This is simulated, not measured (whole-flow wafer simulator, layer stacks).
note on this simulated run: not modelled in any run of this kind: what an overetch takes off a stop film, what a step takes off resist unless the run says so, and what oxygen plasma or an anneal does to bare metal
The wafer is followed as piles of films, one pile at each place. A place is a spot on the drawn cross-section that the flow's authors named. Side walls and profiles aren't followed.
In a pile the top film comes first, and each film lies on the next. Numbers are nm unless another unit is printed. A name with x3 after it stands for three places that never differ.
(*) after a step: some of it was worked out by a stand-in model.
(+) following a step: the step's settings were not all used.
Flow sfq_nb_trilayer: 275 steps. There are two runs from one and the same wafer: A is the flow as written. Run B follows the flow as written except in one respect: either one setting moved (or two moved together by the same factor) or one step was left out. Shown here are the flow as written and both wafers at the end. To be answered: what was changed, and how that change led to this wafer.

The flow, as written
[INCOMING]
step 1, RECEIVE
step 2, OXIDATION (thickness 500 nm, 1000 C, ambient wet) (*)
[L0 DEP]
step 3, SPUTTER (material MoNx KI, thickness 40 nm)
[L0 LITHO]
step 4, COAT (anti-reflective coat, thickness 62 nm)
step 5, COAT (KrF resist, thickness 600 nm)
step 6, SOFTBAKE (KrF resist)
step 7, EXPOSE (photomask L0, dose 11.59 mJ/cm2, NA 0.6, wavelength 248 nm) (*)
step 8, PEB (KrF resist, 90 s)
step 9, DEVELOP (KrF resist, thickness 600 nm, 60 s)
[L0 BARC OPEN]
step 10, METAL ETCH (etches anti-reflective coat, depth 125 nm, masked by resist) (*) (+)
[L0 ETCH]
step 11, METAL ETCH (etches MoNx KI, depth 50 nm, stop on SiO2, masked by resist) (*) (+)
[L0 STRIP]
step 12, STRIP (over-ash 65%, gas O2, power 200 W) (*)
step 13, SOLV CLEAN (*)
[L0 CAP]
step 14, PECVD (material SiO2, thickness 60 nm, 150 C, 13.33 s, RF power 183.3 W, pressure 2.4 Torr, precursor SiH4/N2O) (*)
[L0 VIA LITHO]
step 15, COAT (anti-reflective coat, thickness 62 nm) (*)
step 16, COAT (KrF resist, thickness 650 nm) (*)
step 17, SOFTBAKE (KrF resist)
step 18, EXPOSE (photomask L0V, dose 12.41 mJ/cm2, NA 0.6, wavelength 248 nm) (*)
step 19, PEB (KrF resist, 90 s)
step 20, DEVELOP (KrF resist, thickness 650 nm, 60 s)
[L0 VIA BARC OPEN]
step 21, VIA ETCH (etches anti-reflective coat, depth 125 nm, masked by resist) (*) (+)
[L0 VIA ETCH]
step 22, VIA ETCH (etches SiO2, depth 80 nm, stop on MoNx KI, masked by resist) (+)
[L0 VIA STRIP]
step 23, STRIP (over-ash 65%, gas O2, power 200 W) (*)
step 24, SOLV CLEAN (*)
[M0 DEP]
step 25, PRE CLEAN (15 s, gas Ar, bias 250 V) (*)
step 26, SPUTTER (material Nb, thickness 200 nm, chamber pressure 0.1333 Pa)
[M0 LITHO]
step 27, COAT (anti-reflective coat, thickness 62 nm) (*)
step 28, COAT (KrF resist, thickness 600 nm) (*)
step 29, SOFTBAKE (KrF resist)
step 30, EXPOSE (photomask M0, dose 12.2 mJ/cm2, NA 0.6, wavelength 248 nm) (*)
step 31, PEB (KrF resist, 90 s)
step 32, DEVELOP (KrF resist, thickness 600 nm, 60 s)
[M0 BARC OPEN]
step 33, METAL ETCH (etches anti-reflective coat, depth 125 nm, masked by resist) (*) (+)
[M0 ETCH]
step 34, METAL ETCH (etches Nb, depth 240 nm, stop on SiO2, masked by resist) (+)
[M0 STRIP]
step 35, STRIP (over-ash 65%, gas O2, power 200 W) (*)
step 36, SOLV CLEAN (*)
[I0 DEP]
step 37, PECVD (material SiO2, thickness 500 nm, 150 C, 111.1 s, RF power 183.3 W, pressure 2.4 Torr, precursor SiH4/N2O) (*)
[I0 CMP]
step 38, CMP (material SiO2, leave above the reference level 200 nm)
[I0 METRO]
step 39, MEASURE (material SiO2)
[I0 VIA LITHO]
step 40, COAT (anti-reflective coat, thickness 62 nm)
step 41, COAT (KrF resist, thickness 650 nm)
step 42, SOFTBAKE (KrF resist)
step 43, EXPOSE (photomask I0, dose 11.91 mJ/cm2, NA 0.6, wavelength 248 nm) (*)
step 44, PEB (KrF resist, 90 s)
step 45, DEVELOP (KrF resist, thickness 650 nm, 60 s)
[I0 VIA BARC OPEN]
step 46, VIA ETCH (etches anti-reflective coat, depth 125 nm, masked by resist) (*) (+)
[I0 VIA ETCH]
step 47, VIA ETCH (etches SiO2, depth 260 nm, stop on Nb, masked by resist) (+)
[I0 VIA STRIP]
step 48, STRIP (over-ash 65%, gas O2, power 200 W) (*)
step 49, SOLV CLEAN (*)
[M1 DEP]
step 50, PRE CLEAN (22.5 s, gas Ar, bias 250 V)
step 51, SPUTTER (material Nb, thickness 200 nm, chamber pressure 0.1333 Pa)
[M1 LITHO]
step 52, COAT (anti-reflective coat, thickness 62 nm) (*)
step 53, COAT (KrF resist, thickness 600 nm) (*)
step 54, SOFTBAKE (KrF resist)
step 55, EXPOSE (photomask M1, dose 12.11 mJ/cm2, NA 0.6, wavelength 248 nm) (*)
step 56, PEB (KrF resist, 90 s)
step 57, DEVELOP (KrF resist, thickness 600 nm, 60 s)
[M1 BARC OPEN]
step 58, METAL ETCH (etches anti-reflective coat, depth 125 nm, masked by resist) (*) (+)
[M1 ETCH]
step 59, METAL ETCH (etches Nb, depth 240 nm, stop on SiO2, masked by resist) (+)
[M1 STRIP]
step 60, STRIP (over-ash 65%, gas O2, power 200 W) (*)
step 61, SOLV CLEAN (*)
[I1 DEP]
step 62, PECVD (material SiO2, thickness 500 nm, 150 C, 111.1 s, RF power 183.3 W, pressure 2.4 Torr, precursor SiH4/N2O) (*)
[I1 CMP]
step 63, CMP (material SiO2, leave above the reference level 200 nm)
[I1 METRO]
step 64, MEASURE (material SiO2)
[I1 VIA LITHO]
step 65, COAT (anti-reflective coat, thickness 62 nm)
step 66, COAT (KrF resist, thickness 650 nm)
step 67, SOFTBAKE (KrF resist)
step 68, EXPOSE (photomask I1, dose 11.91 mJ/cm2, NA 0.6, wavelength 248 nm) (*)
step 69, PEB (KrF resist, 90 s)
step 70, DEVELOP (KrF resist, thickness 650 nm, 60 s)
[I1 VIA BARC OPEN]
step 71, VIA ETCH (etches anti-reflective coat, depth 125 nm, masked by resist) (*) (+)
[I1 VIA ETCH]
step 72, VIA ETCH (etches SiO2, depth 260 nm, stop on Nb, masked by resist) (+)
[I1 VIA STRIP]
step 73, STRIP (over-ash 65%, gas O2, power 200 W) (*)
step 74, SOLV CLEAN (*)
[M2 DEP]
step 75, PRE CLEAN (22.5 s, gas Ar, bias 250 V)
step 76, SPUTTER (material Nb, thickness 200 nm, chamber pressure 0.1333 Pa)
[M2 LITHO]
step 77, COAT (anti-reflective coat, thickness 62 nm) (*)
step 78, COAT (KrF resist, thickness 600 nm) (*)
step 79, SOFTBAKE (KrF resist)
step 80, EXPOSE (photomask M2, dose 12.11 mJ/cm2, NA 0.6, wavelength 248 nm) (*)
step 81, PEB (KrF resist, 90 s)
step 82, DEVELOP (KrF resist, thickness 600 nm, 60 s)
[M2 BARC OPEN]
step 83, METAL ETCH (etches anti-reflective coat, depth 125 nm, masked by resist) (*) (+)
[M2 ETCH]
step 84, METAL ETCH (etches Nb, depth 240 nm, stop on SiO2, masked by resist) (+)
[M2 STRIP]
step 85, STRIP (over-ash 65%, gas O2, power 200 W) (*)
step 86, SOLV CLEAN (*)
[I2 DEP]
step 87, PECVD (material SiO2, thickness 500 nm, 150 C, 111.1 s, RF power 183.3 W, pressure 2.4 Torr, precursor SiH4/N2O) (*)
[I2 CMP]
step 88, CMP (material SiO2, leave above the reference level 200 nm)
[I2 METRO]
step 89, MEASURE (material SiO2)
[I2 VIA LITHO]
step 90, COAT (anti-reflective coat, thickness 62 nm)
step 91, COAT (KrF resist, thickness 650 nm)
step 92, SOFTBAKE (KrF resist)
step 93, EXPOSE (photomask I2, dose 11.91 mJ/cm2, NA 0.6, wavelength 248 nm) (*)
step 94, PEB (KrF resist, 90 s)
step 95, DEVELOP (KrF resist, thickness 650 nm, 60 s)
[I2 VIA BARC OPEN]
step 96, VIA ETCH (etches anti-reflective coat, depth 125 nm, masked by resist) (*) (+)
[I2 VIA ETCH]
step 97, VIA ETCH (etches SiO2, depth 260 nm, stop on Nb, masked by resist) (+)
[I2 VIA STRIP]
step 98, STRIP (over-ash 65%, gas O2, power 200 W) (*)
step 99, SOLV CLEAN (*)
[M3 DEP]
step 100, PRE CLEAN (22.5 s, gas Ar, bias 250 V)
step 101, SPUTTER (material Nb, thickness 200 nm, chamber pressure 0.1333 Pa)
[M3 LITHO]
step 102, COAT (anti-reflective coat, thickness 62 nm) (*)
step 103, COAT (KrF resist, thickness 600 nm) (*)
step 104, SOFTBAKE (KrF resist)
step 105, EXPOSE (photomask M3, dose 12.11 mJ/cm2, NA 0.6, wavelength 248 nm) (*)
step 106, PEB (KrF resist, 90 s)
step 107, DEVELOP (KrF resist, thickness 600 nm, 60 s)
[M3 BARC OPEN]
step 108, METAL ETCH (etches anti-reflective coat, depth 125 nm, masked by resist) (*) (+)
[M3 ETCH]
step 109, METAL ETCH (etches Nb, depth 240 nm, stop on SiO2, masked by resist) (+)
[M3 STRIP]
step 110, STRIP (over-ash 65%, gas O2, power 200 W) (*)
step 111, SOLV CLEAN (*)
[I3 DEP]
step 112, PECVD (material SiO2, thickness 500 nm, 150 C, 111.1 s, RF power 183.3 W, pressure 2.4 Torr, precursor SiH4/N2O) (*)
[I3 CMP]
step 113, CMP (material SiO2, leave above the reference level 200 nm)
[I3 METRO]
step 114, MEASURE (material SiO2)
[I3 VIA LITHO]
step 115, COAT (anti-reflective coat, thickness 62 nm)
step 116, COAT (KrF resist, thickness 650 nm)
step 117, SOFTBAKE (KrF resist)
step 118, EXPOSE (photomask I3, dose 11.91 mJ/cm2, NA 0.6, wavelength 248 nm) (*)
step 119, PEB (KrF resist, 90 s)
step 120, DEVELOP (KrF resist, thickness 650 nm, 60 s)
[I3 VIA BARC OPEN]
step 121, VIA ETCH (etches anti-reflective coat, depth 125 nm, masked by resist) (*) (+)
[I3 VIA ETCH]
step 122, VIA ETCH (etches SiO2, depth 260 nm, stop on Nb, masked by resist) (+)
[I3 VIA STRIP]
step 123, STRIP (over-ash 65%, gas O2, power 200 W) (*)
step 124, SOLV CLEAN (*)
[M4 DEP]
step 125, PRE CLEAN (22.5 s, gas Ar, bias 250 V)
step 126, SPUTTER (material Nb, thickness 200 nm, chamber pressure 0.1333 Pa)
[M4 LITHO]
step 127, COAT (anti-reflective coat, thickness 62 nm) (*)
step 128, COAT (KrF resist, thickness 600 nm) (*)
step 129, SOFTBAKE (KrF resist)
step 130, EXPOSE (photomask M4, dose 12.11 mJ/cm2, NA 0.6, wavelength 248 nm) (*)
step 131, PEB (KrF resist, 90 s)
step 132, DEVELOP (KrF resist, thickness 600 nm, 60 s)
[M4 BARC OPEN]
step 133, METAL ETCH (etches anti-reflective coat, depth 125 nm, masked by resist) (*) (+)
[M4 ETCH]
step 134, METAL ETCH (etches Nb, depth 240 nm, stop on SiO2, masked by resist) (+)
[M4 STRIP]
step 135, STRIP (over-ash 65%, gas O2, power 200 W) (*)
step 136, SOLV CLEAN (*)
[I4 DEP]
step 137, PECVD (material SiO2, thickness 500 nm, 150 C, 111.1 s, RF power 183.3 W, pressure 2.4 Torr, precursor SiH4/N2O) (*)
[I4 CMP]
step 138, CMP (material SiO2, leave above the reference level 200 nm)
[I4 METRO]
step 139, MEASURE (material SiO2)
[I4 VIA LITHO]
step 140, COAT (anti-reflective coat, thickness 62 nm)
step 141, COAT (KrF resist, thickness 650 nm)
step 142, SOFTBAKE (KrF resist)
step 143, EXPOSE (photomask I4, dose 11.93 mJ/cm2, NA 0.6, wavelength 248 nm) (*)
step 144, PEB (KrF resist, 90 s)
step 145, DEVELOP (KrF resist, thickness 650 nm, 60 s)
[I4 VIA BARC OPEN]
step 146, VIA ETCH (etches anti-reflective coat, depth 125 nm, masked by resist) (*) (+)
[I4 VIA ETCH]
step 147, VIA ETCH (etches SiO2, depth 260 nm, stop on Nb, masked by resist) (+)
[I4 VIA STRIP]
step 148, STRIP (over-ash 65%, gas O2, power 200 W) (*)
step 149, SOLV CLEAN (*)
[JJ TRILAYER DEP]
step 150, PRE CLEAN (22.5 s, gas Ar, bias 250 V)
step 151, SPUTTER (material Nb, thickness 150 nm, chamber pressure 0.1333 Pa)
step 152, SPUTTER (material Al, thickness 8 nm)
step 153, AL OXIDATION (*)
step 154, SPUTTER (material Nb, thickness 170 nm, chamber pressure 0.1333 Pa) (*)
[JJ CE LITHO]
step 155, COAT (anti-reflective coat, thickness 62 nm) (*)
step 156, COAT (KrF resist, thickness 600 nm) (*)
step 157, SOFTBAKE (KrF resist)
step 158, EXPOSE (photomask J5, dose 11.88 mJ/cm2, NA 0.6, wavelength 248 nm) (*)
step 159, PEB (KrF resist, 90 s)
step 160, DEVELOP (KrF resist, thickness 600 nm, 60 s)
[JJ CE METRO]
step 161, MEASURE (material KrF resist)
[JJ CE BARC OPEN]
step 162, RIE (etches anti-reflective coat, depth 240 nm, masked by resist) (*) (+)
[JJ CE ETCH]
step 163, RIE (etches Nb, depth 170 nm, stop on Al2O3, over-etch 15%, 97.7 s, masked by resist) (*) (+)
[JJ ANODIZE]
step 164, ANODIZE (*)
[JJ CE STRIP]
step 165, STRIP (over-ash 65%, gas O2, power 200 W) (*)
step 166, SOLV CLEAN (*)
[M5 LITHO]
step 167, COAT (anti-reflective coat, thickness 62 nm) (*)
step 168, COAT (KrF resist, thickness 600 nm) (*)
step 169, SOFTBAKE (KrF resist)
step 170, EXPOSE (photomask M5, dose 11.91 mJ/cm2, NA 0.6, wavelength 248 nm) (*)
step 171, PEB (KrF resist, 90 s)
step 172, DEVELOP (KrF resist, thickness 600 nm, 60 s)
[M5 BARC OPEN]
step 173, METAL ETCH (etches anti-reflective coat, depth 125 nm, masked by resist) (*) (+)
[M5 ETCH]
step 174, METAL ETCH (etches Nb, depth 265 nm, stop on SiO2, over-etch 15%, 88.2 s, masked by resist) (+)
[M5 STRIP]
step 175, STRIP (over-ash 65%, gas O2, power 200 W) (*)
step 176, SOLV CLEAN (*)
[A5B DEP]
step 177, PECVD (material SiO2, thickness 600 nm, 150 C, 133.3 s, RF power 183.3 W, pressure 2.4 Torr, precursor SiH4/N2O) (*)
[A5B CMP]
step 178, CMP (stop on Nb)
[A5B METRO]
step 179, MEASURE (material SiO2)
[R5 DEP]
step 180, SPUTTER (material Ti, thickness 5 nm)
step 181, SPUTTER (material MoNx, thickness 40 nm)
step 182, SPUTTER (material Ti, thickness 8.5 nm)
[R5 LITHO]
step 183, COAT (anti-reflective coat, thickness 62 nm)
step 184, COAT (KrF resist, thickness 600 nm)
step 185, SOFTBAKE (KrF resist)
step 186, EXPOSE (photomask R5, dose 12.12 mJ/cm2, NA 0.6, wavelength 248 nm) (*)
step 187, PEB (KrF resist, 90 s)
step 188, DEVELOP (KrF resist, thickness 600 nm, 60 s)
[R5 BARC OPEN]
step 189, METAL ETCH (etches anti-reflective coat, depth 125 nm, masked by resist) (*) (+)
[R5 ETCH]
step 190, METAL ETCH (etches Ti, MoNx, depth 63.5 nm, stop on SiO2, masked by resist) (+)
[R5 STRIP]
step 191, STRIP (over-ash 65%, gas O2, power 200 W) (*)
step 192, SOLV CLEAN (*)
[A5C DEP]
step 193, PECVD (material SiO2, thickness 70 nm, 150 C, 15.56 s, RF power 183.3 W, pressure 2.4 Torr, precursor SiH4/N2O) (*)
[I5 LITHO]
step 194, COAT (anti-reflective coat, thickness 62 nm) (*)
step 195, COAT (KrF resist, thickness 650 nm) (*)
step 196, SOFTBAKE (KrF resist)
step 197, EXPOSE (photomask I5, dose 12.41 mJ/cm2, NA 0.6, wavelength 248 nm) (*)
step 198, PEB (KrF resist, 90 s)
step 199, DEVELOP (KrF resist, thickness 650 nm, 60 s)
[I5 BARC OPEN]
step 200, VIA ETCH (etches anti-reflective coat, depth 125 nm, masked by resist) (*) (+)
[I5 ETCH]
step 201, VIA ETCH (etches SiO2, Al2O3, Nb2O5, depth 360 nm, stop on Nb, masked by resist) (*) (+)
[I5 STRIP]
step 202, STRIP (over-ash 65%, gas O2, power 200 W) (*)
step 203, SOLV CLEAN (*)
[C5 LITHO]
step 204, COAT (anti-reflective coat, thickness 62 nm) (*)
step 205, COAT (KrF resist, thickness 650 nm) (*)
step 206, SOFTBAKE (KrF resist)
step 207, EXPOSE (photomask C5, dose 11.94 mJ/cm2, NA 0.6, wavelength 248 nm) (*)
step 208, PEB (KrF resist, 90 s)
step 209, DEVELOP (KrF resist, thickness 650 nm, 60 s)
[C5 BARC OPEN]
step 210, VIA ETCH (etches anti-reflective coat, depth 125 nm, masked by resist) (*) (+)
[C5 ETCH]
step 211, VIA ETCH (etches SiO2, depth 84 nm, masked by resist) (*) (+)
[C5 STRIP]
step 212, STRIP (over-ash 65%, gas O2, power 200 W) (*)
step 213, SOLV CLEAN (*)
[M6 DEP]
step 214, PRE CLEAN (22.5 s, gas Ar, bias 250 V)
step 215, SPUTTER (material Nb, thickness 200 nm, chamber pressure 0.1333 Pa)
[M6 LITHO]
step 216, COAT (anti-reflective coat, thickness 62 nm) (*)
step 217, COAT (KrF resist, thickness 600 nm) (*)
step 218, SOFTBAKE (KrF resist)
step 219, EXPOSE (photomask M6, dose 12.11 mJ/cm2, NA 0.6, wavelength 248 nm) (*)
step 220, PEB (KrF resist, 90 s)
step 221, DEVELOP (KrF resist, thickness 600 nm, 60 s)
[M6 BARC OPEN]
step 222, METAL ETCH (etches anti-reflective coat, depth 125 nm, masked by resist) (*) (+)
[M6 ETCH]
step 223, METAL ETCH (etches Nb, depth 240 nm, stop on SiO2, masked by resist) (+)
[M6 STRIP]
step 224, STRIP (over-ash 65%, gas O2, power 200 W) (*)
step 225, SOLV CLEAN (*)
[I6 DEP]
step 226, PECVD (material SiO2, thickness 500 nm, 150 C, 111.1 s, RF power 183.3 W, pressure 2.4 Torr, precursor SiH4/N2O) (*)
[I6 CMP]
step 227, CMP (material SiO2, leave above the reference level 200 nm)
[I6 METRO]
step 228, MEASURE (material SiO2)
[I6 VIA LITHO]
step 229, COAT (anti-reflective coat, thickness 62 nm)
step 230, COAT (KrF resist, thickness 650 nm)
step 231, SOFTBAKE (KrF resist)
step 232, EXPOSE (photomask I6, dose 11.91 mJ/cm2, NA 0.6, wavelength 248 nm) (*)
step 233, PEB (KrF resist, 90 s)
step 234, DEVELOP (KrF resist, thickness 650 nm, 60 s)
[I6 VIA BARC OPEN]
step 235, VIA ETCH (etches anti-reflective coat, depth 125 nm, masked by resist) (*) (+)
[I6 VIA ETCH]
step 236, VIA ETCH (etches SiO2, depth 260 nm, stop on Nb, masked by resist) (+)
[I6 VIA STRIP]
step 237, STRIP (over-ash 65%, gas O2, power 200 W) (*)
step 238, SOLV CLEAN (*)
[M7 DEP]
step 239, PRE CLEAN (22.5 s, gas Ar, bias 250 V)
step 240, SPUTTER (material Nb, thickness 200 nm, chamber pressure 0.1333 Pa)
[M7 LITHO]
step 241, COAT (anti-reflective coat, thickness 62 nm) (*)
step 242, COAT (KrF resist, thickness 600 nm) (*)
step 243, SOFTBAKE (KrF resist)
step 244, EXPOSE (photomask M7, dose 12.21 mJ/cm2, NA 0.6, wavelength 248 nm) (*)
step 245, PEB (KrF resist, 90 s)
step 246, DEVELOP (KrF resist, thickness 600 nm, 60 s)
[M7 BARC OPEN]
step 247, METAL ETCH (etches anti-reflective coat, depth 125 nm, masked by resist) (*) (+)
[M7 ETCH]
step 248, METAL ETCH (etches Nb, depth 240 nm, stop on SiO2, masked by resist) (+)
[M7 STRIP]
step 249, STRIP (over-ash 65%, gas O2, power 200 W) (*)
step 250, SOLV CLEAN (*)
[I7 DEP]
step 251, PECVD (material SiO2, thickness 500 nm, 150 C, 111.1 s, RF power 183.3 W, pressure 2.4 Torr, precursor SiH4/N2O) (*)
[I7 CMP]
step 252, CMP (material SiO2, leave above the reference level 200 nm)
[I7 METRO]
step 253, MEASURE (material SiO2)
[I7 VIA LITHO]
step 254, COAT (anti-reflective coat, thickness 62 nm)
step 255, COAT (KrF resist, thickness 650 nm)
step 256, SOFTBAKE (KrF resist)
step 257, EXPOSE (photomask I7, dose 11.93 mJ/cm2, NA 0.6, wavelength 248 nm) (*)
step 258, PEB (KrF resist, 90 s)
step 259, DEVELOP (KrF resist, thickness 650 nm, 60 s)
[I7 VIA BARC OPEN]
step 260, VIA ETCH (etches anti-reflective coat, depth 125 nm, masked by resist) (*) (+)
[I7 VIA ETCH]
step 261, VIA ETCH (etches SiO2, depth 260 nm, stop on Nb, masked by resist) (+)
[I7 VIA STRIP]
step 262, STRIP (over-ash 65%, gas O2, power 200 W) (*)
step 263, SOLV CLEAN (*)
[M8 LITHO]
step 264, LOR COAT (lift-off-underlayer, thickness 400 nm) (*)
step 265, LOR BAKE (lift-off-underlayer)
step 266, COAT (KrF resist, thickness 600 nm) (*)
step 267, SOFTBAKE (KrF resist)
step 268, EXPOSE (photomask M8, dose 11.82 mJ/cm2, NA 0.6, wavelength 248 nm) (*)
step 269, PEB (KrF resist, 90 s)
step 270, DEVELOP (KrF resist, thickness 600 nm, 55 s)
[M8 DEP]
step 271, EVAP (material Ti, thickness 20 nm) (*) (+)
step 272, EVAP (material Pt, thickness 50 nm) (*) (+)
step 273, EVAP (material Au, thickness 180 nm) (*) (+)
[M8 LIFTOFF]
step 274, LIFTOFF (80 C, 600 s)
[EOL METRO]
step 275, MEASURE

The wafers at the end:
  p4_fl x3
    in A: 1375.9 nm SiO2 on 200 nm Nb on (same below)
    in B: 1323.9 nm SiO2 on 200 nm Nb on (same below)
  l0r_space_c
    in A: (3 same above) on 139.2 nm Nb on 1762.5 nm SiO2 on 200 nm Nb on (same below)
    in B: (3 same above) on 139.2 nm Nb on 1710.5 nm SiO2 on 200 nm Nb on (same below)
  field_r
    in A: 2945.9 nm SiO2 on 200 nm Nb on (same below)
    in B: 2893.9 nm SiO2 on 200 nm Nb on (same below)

The reason: step 138, CMP: leave above the reference level 148 nm was run, whereas the flow has leave above the reference level 200 nm.

Step by step, how the change led to this:
  step 138, CMP (material SiO2, leave above the reference level 200 nm)
      field_l, be, be_sur and 55 more: A -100 SiO2 | B -152 SiO2
      v_sur, via_wl, via_w and 35 more: A -300 SiO2 | B -352 SiO2
      (also at 10 further places)
  step 147, VIA ETCH (etches SiO2, depth 260 nm, stop on Nb, masked by resist) (+)
      field_l, v_sur, via_sp and 100 more: A -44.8 KrF resist | B -38.2 KrF resist
      via_wl, via_w, via_wr: A -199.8 SiO2 (all of it) | B -147.8 SiO2 (all of it)
  step 151, SPUTTER (material Nb, thickness 150 nm, chamber pressure 0.1333 Pa)
      via_wl, via_w, via_wr: A +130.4 Nb | B +136.5 Nb
  step 154, SPUTTER (material Nb, thickness 170 nm, chamber pressure 0.1333 Pa) (*)
      via_wl, via_wr: A +140.7 Nb (new film) | B +149.7 Nb (new film)
      via_w: A +141 Nb (new film) | B +150.1 Nb (new film)
  step 155, COAT (anti-reflective coat, thickness 62 nm) (*)
      via_wl, via_wr: A +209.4 anti-reflective coat (new film) | B +161.5 anti-reflective coat (new film)
      v_sur: A +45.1 anti-reflective coat (new film) | B +47.4 anti-reflective coat (new film)
      (also at 2 further places)
  step 156, COAT (KrF resist, thickness 600 nm) (*)
      via_w: A +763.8 KrF resist (new film) | B +714.5 KrF resist (new film)
  step 160, DEVELOP (KrF resist, thickness 600 nm, 60 s)
      via_w: A -762.1 KrF resist (all of it) | B -713 KrF resist (all of it)
  step 162, RIE (etches anti-reflective coat, depth 240 nm, masked by resist) (*) (+)
      ce_l, c5j, ce_r, wl_jj: A -209.4 KrF resist | B -161.5 KrF resist
      via_wl, via_wr: A -209.4 anti-reflective coat (all of it) | B -161.5 anti-reflective coat (all of it)
      (also at 3 further places)
  step 163, RIE (etches Nb, depth 170 nm, stop on Al2O3, over-etch 15%, 97.7 s, masked by resist) (*) (+)
      via_wl, via_wr: A -140.7 Nb (all of it), -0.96 Al2O3 (all of it) | B -149.7 Nb (all of it), -0.96 Al2O3 (all of it)
      via_w: A -141 Nb (all of it), -0.96 Al2O3 (all of it) | B -150.1 Nb (all of it), -0.96 Al2O3 (all of it)
  step 164, ANODIZE (*)
      via_w: A +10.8 Al2O3 (new film), +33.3 Nb2O5 (new film), -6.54 Al (all of it), -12 Nb | B +11.4 Al2O3 (new film), +32.3 Nb2O5 (new film), -6.88 Al (all of it), -11.6 Nb
  step 165, STRIP (over-ash 65%, gas O2, power 200 W) (*)
      c5j, ce_r: A -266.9 KrF resist (all of it), -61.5 anti-reflective coat (all of it) | B -315.1 KrF resist (all of it), -61.6 anti-reflective coat (all of it)
      ce_l: A -266.8 KrF resist (all of it), -61.4 anti-reflective coat (all of it) | B -315 KrF resist (all of it), -61.6 anti-reflective coat (all of it)
      (also at 1 further place)
  step 167, COAT (anti-reflective coat, thickness 62 nm) (*)
      v_sur: A +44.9 anti-reflective coat (new film) | B +44 anti-reflective coat (new film)
      via_wl: A +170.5 anti-reflective coat (new film) | B +124.9 anti-reflective coat (new film)
      (also at 2 further places)
  step 168, COAT (KrF resist, thickness 600 nm) (*)
      via_w: A +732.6 KrF resist (new film) | B +697.9 KrF resist (new film)
  step 175, STRIP (over-ash 65%, gas O2, power 200 W) (*)
      v_sur: A -349.2 KrF resist (all of it), -44.9 anti-reflective coat (all of it) | B -358.1 KrF resist (all of it), -44 anti-reflective coat (all of it)
      via_wl: A -427 KrF resist (all of it), -170.5 anti-reflective coat (all of it) | B -426 KrF resist (all of it), -124.9 anti-reflective coat (all of it)
      (also at 2 further places)
  step 178, CMP (stop on Nb)
      via_wl, via_wr: A -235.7 SiO2 | B -293.7 SiO2
      via_w: A -235.2 SiO2 | B -293.2 SiO2
